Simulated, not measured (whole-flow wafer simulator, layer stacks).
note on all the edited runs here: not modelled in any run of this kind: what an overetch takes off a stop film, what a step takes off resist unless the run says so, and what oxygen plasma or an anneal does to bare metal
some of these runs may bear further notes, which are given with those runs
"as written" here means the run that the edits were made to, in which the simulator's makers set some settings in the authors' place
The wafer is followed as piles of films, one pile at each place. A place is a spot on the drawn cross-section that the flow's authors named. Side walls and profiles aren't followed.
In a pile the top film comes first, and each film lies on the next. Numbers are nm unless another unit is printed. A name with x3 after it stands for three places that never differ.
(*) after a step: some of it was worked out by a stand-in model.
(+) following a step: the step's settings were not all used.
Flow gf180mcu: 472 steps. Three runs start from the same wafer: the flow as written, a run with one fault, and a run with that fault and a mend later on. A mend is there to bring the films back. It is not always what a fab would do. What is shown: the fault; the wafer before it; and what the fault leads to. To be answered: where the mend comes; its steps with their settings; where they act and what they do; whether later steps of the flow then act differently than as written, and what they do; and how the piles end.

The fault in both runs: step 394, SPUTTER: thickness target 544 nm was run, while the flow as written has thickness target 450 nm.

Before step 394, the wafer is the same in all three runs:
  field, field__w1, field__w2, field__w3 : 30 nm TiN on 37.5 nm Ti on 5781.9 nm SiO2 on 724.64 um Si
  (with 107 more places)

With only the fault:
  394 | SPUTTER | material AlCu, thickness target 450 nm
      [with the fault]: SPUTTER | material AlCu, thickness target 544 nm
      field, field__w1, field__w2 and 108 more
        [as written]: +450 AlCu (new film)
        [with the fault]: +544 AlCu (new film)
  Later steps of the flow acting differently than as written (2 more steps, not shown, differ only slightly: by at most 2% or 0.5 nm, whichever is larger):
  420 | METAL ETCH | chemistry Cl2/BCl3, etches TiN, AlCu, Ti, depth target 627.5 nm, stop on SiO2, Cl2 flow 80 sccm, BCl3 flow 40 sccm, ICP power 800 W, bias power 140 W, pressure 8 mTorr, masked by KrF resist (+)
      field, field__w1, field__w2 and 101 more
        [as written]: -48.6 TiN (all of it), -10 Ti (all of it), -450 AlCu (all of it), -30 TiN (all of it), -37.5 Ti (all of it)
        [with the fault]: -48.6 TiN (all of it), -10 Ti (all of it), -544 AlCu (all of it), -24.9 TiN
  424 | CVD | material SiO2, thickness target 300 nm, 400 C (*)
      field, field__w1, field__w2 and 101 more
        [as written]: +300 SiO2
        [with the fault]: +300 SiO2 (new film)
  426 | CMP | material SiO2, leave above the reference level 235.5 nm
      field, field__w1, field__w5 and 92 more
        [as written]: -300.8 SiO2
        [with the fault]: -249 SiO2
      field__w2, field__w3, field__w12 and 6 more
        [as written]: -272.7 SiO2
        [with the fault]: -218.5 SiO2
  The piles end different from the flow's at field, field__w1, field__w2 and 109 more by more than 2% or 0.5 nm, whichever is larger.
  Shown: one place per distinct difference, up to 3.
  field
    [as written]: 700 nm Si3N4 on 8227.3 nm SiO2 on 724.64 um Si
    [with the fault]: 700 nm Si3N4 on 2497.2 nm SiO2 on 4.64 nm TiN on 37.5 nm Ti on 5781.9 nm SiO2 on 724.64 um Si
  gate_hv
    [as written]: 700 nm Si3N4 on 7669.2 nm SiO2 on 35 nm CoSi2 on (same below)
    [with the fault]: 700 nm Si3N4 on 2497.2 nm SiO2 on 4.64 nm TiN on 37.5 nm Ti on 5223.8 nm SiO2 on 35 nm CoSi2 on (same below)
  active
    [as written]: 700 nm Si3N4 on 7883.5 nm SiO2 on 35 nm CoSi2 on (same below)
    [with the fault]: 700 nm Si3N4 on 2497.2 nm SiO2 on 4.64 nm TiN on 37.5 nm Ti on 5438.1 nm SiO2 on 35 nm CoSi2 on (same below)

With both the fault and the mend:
  After step 394 comes the mend.
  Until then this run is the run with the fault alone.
  394a | METAL ETCH | chemistry Cl2/BCl3, etches TiN, AlCu, Ti, depth target 94 nm, Cl2 flow 80 sccm, BCl3 flow 40 sccm, ICP power 800 W, bias power 140 W, pressure 8 mTorr (a further turn of the flow's step 260, with different settings)
      field, field__w1, field__w2 and 108 more
        -94 AlCu
  Later steps of the flow that are run all act as written at every place that is followed.
  By the end, the piles equal the flow's at every place that both follow.
